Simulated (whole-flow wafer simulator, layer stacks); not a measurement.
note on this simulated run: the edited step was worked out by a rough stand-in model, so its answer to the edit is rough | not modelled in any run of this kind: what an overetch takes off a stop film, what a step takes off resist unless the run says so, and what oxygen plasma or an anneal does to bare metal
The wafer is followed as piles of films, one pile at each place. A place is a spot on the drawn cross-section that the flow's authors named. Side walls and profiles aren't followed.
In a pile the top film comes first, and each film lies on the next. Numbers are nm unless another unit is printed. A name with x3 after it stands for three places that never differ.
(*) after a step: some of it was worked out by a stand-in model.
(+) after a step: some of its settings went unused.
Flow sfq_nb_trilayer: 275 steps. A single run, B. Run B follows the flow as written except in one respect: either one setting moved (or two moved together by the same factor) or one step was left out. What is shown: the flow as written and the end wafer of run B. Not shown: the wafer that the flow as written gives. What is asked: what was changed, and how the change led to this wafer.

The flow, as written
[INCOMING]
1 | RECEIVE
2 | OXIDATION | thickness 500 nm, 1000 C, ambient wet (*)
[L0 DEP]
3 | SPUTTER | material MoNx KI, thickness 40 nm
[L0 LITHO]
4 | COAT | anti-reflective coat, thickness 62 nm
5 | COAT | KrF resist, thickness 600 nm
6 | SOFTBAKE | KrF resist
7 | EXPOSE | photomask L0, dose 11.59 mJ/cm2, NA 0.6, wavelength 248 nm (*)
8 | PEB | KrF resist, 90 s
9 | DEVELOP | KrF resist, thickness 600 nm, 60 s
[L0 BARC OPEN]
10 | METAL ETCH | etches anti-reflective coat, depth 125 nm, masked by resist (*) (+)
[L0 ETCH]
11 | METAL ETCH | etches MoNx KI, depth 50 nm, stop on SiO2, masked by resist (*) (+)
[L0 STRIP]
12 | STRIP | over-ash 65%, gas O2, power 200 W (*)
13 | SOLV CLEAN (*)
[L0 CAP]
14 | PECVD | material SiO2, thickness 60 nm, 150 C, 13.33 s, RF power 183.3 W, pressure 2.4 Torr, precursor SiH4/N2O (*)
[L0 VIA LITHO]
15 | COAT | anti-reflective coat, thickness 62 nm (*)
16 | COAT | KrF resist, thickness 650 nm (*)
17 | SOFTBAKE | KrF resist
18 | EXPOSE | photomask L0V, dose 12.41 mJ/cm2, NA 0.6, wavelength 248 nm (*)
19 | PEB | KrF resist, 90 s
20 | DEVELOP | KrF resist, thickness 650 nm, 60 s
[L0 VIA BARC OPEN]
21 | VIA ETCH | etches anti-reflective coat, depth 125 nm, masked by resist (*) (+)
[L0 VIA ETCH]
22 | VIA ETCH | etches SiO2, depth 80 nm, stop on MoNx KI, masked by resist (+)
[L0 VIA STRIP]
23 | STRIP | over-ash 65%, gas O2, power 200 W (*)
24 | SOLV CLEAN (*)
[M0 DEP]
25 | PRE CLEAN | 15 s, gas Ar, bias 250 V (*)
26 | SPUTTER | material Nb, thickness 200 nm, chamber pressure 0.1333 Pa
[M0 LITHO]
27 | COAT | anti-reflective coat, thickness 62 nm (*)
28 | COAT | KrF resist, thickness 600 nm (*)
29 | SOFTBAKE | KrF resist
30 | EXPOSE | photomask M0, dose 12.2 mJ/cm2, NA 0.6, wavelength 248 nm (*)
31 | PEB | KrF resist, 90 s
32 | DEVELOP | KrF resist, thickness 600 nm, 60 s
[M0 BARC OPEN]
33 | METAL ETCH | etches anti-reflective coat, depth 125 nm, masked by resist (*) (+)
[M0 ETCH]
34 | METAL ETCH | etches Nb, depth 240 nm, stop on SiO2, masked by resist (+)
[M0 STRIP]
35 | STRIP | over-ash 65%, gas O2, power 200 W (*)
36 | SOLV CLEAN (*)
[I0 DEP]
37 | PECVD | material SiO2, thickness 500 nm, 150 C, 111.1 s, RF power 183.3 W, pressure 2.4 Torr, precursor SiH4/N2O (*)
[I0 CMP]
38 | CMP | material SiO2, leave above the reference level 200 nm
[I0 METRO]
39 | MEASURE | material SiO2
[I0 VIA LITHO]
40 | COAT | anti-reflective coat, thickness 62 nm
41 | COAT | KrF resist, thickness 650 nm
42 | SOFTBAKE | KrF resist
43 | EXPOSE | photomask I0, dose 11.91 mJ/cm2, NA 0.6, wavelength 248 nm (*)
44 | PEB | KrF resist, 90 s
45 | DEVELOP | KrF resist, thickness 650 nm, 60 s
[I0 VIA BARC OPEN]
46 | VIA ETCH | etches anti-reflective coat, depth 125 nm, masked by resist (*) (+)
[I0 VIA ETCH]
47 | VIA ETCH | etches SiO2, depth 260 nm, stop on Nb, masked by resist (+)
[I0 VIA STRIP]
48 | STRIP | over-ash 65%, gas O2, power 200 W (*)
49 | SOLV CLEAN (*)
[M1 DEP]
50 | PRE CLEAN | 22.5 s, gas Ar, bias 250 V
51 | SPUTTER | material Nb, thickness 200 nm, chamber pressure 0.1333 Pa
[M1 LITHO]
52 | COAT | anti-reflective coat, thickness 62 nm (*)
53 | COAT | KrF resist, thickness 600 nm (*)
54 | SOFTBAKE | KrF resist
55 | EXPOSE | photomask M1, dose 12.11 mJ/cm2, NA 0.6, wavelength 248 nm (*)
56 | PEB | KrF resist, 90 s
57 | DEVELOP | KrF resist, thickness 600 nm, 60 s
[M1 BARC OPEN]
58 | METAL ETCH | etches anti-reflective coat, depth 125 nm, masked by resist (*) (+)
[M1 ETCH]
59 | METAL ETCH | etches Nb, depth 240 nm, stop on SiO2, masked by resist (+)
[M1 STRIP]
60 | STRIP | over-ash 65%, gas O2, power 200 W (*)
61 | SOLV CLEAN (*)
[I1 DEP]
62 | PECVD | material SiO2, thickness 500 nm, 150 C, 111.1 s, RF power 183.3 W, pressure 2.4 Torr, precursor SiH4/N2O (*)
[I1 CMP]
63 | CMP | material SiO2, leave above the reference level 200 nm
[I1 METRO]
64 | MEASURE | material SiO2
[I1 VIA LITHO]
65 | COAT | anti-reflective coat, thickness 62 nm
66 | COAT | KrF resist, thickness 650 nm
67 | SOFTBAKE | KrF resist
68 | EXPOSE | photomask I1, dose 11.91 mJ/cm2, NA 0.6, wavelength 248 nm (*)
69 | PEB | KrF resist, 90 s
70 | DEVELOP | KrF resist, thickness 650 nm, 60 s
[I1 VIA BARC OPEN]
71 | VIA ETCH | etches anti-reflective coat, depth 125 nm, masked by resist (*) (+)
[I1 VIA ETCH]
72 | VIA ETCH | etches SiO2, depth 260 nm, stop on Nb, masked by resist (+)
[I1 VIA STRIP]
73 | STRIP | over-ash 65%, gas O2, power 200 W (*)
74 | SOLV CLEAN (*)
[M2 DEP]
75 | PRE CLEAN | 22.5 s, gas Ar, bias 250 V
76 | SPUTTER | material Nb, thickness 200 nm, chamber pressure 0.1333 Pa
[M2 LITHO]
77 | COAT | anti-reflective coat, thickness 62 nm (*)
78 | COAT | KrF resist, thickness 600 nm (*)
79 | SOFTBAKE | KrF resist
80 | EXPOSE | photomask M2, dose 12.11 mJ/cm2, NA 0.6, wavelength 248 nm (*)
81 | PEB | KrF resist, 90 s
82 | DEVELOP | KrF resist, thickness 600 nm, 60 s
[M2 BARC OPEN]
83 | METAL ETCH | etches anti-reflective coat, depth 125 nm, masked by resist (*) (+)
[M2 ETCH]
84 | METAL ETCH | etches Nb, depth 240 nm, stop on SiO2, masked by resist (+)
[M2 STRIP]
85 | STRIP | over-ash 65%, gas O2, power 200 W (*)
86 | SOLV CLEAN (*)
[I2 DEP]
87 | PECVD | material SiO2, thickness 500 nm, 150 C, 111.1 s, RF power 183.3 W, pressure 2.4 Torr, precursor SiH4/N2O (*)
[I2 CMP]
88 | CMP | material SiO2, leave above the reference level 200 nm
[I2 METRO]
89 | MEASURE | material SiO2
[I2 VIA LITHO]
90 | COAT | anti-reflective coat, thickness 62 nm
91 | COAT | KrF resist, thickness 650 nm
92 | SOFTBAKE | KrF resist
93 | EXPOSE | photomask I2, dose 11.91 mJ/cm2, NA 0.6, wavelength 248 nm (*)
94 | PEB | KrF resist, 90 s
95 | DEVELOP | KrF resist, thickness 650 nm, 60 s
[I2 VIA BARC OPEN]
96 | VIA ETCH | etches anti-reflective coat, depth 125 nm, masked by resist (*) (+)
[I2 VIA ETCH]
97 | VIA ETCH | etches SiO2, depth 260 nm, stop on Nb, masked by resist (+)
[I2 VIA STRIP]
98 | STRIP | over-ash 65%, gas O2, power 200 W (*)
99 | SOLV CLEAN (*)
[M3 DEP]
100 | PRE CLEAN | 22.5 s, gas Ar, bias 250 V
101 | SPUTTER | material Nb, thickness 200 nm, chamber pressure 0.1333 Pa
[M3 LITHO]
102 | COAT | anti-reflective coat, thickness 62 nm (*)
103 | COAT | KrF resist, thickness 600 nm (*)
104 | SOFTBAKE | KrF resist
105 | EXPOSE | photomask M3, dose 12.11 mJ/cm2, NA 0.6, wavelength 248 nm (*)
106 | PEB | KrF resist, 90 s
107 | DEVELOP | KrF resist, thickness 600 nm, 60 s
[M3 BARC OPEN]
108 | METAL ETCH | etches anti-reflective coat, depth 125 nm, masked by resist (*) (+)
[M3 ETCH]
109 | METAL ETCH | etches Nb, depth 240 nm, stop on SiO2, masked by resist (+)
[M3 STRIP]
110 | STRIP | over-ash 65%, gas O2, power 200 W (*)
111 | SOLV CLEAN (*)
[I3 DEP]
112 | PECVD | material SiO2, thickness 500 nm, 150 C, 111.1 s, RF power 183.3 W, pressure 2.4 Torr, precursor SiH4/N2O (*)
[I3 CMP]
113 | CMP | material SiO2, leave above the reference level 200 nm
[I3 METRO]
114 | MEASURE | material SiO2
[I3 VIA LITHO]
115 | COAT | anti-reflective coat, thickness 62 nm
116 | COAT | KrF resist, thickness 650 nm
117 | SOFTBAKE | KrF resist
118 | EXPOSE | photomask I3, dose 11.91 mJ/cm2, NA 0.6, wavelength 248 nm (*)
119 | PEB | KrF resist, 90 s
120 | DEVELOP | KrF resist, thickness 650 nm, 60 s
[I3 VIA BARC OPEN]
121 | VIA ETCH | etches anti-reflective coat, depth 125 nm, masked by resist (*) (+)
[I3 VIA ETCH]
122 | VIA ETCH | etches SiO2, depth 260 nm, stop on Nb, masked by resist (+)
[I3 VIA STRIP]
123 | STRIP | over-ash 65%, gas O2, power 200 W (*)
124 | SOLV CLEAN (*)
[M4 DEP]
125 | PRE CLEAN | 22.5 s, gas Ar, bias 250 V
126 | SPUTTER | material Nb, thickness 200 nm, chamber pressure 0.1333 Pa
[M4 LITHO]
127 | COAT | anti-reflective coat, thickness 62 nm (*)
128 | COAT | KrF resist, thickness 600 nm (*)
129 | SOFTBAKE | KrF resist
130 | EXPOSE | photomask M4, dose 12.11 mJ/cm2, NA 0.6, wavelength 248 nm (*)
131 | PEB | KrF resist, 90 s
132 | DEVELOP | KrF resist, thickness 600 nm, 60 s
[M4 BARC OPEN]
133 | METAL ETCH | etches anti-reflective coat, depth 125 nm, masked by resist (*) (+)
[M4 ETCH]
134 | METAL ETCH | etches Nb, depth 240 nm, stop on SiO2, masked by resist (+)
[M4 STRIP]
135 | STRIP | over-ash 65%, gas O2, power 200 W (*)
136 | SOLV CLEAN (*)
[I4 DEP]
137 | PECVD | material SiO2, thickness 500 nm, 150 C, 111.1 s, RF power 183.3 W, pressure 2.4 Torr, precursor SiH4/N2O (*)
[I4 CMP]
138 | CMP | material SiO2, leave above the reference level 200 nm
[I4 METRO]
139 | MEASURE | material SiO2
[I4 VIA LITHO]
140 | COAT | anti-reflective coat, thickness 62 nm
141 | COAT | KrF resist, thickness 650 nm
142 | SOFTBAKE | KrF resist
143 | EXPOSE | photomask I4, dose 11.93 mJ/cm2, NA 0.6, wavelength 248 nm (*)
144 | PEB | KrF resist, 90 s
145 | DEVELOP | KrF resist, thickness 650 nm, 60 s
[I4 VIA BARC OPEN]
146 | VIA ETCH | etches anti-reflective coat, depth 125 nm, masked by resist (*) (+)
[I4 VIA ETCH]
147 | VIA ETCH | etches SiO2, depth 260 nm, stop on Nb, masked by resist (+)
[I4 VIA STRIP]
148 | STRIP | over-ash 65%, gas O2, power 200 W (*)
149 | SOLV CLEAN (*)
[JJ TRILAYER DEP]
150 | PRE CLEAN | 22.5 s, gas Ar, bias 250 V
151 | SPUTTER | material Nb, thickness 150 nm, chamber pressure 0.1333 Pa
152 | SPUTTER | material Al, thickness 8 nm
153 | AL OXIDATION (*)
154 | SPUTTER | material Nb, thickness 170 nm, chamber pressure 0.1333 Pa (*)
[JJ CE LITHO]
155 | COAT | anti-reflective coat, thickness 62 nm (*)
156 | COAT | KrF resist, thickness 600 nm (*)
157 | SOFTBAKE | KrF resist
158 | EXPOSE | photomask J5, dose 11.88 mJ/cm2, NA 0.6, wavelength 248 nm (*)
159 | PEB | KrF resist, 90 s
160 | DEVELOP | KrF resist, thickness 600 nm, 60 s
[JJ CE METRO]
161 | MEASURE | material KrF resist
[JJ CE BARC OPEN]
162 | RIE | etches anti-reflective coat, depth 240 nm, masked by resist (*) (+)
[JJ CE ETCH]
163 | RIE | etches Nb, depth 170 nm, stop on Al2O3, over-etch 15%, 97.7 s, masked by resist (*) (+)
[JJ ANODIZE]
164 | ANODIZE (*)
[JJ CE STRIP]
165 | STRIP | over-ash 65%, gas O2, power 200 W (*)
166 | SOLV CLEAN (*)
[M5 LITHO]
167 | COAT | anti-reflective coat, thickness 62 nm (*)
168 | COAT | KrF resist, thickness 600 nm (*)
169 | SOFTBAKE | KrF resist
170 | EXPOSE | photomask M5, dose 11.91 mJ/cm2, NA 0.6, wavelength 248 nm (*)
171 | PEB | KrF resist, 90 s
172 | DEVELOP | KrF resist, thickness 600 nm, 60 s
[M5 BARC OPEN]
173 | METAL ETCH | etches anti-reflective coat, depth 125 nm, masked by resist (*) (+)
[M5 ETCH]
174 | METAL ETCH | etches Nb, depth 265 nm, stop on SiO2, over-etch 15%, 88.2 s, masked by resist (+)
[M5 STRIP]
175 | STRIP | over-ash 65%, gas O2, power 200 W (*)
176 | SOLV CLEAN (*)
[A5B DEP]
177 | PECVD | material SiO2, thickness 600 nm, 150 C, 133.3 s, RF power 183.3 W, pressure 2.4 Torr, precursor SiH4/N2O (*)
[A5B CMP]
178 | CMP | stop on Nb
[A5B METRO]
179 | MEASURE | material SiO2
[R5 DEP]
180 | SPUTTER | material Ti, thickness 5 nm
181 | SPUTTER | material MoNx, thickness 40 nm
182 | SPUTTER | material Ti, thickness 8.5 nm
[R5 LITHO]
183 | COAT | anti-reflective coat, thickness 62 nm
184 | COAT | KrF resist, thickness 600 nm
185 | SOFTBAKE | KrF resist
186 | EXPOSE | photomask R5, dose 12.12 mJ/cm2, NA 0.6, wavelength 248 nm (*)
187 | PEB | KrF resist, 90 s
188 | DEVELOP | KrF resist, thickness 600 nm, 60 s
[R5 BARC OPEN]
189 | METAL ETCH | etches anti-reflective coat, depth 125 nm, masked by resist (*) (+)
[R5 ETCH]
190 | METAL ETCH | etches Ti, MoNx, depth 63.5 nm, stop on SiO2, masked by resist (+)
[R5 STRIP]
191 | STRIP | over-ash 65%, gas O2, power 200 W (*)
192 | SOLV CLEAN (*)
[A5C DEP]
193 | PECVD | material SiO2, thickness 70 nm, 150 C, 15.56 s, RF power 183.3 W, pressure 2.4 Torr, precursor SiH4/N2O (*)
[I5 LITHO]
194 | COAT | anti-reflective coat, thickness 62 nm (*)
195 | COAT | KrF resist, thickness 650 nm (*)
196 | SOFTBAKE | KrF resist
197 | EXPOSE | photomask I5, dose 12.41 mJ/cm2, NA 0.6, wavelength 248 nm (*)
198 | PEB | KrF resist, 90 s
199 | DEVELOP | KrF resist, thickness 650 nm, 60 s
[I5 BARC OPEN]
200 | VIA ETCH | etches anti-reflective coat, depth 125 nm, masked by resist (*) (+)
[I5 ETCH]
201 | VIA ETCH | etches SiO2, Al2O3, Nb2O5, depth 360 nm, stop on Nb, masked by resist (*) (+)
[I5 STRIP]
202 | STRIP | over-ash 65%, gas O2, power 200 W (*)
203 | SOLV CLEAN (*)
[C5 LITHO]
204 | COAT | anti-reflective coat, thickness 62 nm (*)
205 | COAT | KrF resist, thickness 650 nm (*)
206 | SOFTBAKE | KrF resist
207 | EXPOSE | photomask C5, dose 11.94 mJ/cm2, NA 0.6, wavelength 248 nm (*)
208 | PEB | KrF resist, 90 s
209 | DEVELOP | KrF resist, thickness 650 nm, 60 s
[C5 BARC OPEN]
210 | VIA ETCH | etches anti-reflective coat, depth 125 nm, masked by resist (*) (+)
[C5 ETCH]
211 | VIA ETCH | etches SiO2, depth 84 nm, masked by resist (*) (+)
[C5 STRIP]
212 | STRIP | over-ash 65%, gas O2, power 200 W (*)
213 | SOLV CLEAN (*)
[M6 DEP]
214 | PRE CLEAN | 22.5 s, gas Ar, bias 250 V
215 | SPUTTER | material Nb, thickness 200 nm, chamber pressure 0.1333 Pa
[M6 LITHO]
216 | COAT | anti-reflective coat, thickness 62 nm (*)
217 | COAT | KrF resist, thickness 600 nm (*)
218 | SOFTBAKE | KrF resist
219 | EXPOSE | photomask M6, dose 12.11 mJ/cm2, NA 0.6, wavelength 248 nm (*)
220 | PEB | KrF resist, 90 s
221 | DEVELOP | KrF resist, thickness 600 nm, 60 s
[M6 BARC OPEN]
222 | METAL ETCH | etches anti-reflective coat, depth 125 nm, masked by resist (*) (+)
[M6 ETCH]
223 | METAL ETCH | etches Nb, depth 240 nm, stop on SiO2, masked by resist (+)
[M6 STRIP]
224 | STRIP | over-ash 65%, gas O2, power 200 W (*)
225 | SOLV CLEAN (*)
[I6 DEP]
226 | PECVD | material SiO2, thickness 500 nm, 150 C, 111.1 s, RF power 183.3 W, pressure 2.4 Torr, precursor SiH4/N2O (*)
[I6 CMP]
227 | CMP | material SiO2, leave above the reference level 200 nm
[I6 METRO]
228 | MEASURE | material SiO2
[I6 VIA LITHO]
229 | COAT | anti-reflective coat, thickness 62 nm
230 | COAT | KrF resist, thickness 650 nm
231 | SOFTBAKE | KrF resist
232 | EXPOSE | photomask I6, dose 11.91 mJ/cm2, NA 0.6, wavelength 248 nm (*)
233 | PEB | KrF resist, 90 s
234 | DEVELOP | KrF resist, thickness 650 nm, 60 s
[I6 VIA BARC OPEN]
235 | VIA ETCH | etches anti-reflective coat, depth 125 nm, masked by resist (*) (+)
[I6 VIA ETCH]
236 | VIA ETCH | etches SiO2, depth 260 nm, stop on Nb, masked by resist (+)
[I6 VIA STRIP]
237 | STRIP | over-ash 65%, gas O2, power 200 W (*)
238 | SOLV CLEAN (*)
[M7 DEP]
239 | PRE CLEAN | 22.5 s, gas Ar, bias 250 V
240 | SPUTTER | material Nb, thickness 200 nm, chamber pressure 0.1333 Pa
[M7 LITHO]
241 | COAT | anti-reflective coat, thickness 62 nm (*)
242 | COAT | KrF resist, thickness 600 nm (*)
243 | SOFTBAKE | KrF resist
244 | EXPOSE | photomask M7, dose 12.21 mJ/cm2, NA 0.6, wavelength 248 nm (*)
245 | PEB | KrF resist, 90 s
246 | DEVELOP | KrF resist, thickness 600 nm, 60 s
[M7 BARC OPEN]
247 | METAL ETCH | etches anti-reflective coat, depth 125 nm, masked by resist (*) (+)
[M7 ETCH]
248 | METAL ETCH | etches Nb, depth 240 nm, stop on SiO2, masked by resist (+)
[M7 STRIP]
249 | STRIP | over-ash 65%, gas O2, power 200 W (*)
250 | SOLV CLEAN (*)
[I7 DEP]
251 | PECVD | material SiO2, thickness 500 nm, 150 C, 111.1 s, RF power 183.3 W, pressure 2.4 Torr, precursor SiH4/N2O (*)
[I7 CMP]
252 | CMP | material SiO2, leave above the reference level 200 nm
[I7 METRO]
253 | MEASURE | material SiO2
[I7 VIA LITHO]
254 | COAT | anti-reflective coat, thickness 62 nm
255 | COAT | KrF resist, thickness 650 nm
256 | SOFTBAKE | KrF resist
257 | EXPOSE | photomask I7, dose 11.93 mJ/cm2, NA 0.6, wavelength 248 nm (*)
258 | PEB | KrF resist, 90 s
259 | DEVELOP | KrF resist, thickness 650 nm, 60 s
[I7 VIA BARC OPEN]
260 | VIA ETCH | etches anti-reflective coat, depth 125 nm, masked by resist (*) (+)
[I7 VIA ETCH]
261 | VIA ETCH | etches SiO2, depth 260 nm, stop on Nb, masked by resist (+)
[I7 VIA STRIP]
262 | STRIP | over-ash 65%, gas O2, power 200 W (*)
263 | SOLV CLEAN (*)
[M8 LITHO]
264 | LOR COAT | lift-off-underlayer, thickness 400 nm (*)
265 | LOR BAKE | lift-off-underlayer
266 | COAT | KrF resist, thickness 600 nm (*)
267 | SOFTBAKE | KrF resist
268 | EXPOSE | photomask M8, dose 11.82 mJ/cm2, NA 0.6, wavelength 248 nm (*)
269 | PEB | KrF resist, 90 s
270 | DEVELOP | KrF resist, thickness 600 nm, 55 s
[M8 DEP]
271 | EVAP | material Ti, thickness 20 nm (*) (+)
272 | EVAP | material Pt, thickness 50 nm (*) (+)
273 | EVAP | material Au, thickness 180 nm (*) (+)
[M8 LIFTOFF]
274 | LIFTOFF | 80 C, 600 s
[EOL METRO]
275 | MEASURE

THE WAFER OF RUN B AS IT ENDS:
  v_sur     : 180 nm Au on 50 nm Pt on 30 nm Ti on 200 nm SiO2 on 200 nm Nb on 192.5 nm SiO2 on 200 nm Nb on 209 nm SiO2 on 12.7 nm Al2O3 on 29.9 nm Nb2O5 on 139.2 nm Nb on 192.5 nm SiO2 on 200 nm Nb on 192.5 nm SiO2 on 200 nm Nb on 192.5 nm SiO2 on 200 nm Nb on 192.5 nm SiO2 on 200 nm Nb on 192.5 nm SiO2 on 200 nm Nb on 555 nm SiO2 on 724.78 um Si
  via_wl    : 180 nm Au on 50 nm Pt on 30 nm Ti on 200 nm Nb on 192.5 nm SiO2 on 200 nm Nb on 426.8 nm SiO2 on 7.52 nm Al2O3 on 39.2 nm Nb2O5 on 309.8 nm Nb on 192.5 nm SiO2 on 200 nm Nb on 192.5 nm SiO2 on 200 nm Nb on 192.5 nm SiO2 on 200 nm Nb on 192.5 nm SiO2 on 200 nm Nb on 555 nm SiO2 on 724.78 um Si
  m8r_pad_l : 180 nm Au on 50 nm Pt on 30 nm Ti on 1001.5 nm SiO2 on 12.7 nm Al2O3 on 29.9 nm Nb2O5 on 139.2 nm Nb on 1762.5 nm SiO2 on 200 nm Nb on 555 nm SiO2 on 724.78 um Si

Cause: step 271, EVAP: thickness 30 nm was run, while the flow as written has thickness 20 nm.
One can read it off the wafer: v_sur has Ti 30, and step 271 as written asks for 20 nm.

The path from the change to this, step by step:
  271 | EVAP | material Ti, thickness 20 nm (*) (+)
      field_l, v_sur, via_wl and 103 more: +30 Ti (new film) (as written it would have been: +20 Ti (new film))
  274 | LIFTOFF | 80 C, 600 s
      p4_fl, p4_fm, p4_w1 and 71 more: -180 Au (all of it), -50 Pt (all of it), -30 Ti (all of it), -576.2 KrF resist (all of it), -400 lift-off-underlayer (all of it) (as written it would have been: -180 Au (all of it), -50 Pt (all of it), -20 Ti (all of it), -576.2 KrF resist (all of it), -400 lift-off-underlayer (all of it))
      c5j, ce_r: -180 Au (all of it), -50 Pt (all of it), -30 Ti (all of it), -573.3 KrF resist (all of it), -399.3 lift-off-underlayer (all of it) (as written it would have been: -180 Au (all of it), -50 Pt (all of it), -20 Ti (all of it), -573.3 KrF resist (all of it), -399.3 lift-off-underlayer (all of it))
      (and at 19 other places as well)
